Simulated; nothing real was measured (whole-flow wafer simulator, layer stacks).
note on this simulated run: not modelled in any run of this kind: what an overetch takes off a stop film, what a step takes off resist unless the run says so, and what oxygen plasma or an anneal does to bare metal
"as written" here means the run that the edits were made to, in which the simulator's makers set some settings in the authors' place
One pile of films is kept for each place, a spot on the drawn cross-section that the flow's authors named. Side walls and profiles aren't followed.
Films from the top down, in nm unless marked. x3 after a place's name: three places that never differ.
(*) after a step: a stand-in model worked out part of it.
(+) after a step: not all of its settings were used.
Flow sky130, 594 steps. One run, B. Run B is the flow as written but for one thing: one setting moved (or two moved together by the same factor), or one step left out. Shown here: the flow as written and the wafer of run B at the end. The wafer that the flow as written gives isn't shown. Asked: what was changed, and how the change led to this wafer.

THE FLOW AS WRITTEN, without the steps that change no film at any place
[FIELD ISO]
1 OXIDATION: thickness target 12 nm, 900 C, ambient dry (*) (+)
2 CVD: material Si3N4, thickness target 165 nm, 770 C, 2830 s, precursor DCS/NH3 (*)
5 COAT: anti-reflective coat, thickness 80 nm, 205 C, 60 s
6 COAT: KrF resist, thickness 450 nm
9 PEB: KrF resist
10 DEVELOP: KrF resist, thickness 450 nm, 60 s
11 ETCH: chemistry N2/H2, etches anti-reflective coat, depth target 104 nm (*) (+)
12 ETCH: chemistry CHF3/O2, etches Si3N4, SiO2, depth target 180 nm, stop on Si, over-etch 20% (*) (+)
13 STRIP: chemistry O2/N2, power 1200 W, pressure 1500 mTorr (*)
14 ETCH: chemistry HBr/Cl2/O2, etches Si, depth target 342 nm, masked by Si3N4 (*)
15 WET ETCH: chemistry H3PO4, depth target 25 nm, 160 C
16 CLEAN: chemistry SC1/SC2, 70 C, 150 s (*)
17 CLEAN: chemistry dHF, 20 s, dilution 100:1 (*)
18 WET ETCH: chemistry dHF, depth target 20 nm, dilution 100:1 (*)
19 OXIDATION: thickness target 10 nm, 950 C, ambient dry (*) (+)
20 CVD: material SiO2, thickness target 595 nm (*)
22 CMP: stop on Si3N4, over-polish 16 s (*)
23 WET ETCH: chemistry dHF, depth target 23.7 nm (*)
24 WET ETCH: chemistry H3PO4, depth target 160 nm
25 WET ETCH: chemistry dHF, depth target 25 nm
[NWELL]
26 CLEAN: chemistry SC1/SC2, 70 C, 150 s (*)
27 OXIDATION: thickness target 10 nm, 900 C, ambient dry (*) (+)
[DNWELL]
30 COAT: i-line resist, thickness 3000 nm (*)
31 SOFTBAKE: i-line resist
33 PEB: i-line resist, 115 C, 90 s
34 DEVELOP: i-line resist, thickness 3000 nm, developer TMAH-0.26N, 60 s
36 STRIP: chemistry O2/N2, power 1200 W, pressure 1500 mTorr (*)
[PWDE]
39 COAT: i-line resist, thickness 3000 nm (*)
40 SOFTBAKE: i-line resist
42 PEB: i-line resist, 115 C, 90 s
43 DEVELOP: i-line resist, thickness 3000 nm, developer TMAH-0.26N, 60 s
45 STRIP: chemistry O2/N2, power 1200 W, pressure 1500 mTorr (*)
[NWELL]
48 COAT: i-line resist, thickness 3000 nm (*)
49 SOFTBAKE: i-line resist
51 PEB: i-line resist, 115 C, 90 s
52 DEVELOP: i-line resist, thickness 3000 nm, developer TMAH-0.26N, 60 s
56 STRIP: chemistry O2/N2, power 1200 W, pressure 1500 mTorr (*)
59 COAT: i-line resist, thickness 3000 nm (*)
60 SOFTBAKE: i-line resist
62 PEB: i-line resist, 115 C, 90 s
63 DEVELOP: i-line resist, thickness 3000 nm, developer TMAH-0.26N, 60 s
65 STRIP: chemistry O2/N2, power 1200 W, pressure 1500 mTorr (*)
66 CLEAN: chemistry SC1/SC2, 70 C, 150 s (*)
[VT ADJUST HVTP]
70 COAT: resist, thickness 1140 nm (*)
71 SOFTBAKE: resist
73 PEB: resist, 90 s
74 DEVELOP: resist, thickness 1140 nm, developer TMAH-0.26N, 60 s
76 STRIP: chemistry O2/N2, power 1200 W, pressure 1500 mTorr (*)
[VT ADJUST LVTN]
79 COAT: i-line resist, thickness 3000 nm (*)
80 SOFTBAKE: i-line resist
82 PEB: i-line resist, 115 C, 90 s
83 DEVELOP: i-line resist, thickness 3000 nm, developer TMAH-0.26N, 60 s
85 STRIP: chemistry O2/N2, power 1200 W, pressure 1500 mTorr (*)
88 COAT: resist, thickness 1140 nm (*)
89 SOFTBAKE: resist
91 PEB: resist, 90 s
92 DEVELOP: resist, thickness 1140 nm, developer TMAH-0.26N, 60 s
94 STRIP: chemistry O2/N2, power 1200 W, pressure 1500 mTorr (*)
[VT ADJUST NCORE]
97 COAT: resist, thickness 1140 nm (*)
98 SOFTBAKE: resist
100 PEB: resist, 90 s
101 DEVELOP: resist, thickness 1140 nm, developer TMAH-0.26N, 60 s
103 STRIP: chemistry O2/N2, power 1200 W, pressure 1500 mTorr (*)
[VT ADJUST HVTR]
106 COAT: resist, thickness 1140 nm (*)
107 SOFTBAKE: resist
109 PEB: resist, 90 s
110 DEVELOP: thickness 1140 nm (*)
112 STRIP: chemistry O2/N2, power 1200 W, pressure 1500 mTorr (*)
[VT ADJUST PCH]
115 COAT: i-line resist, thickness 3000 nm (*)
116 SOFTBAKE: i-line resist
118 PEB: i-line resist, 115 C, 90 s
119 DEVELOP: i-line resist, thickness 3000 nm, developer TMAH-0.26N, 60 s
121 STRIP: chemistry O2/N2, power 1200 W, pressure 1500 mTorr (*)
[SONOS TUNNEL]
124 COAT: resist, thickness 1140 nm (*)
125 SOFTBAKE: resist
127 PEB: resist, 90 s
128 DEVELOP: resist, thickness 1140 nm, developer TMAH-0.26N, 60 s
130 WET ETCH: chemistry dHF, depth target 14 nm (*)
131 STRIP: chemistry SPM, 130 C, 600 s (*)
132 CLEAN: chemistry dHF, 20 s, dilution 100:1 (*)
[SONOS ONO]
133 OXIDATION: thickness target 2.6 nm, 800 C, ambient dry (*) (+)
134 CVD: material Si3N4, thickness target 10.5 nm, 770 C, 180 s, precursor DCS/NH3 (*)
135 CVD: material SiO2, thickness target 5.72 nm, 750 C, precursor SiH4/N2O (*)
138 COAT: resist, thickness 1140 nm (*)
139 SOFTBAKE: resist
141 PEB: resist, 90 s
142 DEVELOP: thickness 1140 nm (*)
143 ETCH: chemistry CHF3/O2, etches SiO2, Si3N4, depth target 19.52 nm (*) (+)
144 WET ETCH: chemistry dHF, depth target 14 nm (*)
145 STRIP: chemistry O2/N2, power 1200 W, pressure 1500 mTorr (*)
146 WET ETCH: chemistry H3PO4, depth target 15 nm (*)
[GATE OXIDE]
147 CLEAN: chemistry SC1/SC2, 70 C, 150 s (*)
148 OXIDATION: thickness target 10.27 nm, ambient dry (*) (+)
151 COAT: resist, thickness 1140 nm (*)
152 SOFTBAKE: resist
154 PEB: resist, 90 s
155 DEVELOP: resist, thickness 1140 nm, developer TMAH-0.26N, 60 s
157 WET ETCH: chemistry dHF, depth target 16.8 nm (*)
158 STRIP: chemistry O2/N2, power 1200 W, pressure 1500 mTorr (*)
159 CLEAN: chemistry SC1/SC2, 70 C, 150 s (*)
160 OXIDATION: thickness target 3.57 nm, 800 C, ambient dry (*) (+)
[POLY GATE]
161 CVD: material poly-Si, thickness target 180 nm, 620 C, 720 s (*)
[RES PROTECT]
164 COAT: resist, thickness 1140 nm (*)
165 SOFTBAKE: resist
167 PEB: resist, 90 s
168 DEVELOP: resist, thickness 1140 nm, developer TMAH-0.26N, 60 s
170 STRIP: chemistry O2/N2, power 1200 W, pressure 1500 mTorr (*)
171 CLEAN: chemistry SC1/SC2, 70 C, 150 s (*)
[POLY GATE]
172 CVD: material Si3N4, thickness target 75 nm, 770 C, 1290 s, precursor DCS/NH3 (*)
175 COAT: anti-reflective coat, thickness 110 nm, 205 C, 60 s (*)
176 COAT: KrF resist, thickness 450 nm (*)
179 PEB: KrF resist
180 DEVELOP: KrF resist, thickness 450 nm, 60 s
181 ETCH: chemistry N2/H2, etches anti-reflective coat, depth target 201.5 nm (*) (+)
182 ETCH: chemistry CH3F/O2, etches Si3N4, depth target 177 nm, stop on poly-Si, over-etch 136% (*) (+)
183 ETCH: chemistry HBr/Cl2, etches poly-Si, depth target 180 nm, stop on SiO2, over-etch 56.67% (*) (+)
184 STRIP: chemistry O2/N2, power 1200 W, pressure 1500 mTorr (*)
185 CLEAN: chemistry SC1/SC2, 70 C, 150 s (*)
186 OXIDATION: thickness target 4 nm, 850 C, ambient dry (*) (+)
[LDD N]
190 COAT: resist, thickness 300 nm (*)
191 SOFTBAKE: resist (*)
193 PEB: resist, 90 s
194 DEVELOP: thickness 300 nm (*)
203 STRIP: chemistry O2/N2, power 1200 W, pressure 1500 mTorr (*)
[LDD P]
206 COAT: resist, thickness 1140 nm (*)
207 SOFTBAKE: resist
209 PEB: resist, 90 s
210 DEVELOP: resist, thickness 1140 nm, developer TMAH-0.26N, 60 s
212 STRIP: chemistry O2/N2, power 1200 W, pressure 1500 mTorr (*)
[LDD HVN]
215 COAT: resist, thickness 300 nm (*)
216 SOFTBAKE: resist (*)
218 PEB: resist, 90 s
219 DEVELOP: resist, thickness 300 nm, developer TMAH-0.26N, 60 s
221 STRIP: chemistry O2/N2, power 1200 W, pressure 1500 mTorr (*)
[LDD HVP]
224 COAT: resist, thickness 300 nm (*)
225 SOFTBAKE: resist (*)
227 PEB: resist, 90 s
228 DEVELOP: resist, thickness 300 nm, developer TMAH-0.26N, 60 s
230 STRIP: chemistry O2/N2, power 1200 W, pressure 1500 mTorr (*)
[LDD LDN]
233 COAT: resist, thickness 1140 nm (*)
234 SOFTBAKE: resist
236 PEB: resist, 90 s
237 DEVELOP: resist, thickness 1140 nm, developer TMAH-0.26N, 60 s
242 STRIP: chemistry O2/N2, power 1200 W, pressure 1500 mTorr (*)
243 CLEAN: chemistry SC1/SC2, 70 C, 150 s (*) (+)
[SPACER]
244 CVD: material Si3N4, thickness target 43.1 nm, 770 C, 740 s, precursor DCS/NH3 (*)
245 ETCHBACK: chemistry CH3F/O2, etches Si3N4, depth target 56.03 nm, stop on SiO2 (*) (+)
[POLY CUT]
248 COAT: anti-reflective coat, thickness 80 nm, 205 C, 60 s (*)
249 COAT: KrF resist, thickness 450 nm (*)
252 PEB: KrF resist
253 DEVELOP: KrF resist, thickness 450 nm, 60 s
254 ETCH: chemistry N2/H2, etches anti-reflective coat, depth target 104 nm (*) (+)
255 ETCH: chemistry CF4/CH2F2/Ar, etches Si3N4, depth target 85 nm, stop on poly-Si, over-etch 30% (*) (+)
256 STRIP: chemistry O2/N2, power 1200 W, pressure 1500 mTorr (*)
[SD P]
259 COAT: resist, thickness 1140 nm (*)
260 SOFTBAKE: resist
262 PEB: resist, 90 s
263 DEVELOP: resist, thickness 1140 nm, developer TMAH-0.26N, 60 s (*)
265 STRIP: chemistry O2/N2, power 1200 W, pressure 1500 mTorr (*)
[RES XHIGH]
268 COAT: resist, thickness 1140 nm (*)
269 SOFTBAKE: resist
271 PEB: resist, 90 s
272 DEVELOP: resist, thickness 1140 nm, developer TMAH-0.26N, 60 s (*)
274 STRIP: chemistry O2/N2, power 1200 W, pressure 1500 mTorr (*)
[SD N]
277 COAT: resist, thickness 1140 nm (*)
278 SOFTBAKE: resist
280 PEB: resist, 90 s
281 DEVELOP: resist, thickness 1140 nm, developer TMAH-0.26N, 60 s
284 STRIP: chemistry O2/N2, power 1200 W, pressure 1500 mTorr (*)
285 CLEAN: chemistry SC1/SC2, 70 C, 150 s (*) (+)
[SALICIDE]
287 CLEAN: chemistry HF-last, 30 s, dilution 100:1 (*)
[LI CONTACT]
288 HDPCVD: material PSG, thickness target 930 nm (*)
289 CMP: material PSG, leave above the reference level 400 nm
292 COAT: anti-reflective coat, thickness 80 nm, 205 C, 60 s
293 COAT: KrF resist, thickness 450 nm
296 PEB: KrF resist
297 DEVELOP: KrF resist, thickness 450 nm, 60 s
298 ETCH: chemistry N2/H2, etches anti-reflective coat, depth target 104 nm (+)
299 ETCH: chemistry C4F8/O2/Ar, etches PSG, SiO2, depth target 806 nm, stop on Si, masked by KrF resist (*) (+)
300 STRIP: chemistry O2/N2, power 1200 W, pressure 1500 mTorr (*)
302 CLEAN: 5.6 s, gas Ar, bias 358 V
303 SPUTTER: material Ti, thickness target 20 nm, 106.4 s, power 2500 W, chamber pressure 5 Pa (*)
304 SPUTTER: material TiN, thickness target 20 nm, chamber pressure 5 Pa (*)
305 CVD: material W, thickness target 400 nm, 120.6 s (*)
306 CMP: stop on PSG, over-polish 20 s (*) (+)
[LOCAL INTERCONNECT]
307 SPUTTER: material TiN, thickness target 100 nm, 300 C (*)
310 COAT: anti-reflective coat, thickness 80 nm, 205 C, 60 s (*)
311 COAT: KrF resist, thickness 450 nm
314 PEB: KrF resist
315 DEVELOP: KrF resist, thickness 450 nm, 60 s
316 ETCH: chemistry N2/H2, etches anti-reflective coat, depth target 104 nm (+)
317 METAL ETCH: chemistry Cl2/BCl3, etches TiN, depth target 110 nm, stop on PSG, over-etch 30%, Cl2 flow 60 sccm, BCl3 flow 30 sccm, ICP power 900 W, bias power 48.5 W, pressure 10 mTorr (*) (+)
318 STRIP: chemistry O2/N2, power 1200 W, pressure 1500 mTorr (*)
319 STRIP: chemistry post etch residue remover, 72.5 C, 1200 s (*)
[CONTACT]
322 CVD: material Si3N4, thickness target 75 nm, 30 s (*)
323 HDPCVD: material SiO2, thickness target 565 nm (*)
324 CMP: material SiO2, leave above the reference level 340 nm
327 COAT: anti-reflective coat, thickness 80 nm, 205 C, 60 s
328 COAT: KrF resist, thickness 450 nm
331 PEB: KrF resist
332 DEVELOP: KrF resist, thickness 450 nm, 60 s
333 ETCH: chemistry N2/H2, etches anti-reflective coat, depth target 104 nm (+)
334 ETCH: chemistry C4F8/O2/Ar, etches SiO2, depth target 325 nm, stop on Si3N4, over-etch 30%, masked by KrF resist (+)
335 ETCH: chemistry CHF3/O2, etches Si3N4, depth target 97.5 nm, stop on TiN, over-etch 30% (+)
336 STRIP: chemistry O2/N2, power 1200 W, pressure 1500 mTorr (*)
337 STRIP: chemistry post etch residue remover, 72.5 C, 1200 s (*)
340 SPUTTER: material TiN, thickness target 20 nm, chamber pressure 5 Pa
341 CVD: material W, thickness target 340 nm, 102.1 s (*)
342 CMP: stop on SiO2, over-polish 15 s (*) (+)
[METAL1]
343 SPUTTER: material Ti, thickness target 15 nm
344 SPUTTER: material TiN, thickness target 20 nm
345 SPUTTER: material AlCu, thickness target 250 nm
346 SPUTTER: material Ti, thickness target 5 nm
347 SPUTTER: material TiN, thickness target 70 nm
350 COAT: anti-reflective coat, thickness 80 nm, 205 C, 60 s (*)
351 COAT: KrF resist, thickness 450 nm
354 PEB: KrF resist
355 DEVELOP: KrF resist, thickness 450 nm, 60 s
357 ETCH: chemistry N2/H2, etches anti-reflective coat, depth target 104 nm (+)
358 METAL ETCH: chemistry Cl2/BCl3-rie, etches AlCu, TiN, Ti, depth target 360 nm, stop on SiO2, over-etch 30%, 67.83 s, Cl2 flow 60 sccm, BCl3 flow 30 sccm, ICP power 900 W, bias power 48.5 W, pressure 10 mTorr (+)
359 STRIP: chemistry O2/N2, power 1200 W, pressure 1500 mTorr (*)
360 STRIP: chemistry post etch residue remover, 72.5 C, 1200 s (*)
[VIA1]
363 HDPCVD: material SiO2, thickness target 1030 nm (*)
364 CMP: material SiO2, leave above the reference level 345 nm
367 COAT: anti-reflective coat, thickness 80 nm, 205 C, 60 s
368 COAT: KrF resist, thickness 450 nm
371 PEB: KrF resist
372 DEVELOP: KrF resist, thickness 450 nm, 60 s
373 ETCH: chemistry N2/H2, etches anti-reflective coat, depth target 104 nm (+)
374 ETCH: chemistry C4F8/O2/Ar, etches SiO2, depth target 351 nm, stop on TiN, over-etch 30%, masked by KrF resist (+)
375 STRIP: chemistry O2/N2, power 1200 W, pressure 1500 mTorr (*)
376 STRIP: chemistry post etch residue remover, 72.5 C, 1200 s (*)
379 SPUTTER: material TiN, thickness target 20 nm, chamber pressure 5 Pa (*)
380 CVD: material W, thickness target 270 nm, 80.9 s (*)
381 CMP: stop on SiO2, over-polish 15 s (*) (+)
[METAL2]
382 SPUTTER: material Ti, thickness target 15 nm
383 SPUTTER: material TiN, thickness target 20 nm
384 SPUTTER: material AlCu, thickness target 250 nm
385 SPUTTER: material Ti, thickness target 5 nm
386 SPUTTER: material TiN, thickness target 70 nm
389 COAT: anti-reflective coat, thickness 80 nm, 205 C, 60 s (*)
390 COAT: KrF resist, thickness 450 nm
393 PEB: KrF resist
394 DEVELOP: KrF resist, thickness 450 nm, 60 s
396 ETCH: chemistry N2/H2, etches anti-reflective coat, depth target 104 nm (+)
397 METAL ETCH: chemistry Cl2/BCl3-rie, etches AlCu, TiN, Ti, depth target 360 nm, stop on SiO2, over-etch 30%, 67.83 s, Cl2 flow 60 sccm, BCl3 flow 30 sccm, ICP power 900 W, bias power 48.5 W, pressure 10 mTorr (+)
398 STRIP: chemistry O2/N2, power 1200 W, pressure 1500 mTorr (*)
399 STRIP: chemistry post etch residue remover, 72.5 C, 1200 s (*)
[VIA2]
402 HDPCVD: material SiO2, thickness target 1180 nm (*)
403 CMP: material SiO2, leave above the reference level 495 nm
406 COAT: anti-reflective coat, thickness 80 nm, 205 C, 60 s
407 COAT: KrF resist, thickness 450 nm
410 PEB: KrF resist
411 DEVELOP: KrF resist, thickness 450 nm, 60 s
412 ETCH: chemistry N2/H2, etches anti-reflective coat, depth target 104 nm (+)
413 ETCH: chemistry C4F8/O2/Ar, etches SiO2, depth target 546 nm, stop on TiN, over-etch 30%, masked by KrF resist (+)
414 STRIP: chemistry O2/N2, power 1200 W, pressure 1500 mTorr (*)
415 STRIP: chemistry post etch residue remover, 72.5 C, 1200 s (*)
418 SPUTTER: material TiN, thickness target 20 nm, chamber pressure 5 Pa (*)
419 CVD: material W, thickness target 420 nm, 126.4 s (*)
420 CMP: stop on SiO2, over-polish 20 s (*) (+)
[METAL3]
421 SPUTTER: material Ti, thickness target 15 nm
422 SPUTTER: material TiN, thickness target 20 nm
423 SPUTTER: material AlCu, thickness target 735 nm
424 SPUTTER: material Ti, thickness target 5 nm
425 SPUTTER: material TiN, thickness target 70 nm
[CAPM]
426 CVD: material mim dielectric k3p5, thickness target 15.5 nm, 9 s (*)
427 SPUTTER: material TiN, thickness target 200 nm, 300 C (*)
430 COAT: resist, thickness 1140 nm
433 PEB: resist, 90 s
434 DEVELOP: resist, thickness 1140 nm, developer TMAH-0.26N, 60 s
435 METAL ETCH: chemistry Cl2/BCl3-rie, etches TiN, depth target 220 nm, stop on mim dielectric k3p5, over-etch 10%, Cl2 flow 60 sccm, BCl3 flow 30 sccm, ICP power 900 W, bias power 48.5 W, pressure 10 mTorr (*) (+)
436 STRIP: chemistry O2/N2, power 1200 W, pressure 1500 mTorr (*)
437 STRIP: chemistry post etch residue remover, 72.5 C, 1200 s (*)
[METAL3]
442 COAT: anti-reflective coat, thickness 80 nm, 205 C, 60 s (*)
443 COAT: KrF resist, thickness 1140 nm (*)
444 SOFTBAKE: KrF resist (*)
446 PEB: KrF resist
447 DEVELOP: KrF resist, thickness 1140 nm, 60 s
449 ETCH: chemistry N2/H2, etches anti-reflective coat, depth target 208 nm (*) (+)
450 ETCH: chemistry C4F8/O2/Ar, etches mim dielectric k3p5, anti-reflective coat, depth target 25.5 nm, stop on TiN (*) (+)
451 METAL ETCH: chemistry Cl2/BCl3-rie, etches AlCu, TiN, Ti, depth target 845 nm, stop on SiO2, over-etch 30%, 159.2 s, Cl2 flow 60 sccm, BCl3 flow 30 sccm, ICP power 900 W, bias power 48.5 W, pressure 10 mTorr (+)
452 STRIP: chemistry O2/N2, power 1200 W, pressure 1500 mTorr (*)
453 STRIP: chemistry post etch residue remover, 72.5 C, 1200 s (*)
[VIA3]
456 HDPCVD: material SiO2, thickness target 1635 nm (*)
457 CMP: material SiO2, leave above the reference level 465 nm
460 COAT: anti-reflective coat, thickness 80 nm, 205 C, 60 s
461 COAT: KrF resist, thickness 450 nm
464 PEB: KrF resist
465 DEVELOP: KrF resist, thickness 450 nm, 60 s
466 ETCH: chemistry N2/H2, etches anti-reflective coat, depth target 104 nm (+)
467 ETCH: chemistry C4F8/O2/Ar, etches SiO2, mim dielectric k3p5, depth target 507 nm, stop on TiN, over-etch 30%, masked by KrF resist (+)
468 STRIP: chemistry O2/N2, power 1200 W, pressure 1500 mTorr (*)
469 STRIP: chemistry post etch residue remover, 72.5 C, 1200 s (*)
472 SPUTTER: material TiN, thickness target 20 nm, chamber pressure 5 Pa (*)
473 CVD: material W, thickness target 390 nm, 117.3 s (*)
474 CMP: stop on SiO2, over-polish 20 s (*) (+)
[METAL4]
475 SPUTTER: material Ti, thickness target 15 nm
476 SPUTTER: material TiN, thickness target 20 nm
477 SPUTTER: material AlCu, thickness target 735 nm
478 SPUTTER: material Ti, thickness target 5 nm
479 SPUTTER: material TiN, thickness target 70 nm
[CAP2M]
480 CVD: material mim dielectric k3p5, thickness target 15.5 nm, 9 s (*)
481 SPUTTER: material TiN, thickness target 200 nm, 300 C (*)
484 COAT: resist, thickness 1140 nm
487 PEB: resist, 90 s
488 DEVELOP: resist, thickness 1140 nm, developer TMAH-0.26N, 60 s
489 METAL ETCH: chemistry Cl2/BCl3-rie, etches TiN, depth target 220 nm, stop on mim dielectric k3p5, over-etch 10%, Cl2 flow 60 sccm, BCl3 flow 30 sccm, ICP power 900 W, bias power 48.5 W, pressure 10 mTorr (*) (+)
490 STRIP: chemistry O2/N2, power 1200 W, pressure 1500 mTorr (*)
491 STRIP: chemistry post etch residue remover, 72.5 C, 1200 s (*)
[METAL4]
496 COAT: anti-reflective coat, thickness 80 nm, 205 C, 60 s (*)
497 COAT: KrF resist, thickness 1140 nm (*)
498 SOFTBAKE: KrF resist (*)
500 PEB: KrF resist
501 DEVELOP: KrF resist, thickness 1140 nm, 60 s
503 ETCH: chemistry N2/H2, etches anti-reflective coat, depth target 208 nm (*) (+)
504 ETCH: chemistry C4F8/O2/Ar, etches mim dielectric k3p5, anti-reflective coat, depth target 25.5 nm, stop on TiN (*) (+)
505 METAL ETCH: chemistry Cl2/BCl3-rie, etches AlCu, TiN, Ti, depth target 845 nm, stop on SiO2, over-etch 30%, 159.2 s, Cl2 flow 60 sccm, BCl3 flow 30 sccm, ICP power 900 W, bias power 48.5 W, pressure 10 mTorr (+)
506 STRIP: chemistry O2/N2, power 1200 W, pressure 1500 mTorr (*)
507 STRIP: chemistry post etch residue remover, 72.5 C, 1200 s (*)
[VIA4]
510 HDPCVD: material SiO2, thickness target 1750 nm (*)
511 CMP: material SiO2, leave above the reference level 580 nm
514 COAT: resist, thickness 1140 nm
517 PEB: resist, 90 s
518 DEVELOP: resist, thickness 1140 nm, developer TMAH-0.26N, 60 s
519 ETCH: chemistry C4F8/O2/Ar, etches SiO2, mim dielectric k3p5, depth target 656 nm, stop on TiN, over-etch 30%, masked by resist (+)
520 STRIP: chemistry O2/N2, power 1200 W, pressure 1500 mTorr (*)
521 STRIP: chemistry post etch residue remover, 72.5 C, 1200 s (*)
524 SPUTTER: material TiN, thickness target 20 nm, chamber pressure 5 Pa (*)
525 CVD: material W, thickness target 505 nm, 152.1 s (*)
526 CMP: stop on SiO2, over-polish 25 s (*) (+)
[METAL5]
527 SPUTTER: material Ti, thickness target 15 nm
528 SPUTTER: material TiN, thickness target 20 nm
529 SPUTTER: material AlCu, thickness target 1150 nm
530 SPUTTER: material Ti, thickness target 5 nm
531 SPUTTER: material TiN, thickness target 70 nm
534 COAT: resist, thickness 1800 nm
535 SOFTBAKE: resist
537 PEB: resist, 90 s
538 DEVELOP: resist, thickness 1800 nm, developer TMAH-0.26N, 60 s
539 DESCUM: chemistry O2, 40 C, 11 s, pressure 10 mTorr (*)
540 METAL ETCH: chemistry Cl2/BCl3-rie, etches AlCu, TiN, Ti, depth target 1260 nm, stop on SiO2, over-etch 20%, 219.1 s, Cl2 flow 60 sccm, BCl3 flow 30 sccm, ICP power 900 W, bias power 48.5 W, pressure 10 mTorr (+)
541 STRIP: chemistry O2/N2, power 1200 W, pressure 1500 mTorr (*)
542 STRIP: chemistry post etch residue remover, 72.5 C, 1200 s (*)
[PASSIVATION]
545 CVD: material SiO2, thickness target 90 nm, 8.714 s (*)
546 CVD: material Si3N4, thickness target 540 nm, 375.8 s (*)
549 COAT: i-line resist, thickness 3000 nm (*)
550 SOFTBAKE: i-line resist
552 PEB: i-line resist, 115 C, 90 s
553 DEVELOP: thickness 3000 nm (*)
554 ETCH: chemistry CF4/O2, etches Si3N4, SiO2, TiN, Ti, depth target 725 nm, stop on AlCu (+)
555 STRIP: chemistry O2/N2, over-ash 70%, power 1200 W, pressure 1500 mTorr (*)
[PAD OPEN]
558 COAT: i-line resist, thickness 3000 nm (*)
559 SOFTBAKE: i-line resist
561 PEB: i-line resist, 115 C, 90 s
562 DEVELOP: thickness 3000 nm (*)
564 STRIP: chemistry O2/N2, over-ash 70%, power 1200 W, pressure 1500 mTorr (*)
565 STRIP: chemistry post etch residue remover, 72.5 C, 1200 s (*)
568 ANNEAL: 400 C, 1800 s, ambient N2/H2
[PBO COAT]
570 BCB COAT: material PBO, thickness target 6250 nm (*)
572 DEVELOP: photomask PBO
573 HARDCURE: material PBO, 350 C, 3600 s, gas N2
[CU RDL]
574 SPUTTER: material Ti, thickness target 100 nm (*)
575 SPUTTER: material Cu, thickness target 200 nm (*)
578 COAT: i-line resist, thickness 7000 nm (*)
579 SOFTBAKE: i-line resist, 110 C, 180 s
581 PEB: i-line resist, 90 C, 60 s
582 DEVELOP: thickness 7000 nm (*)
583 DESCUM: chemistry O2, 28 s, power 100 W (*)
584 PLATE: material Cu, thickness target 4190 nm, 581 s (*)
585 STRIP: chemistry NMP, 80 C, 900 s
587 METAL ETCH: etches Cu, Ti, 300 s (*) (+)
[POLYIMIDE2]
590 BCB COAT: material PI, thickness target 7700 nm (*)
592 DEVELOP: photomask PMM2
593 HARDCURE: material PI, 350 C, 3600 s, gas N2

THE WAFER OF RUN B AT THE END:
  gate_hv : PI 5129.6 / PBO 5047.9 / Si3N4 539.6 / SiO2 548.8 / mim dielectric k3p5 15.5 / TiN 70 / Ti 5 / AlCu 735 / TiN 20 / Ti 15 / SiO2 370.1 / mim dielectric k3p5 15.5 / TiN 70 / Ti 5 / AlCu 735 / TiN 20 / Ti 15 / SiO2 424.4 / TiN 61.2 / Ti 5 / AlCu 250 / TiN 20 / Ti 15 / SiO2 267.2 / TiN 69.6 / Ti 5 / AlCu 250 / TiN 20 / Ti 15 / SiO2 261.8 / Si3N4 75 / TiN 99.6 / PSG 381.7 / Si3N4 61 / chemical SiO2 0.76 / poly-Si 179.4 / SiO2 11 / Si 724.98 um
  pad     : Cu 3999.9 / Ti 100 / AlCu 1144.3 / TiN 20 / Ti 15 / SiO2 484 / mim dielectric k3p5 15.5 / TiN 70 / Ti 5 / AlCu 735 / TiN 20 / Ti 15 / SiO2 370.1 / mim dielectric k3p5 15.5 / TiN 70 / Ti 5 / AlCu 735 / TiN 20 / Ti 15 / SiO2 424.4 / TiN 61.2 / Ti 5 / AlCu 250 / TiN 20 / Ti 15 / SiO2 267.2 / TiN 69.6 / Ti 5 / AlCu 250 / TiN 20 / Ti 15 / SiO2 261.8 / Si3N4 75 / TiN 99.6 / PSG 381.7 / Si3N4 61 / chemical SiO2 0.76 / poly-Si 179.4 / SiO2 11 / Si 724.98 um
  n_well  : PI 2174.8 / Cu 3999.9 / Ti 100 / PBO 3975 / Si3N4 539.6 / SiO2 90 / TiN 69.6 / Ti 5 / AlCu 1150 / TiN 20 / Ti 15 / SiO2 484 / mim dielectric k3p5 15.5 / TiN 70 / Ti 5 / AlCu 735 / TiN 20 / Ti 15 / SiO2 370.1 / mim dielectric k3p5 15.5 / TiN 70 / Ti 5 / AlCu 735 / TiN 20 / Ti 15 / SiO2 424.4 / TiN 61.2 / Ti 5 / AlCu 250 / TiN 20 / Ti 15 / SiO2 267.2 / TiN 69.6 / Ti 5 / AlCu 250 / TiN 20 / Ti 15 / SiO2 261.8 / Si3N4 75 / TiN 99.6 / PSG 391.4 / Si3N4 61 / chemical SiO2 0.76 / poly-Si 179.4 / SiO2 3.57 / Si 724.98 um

The cause: step 386, SPUTTER: thickness target 61.6 nm was run, where the flow has thickness target 70 nm.

How the change led to this, step by step:
  386 SPUTTER: material TiN, thickness target 70 nm
      field, active, n_well and 188 more: TiN +61.6 (new film) (as written it would be: TiN +70 (new film))
  397 METAL ETCH: chemistry Cl2/BCl3-rie, etches AlCu, TiN, Ti, depth target 360 nm, stop on SiO2, over-etch 30%, 67.83 s, Cl2 flow 60 sccm, BCl3 flow 30 sccm, ICP power 900 W, bias power 48.5 W, pressure 10 mTorr (+)
      field, active, gate and 82 more: TiN -60.3 (all of it), Ti -5 (all of it), AlCu -250 (all of it), TiN -20 (all of it), Ti -15 (all of it), SiO2 -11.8 (as written it would be: TiN -68.7 (all of it), Ti -5 (all of it), AlCu -250 (all of it), TiN -20 (all of it), Ti -15 (all of it), SiO2 -10.9)
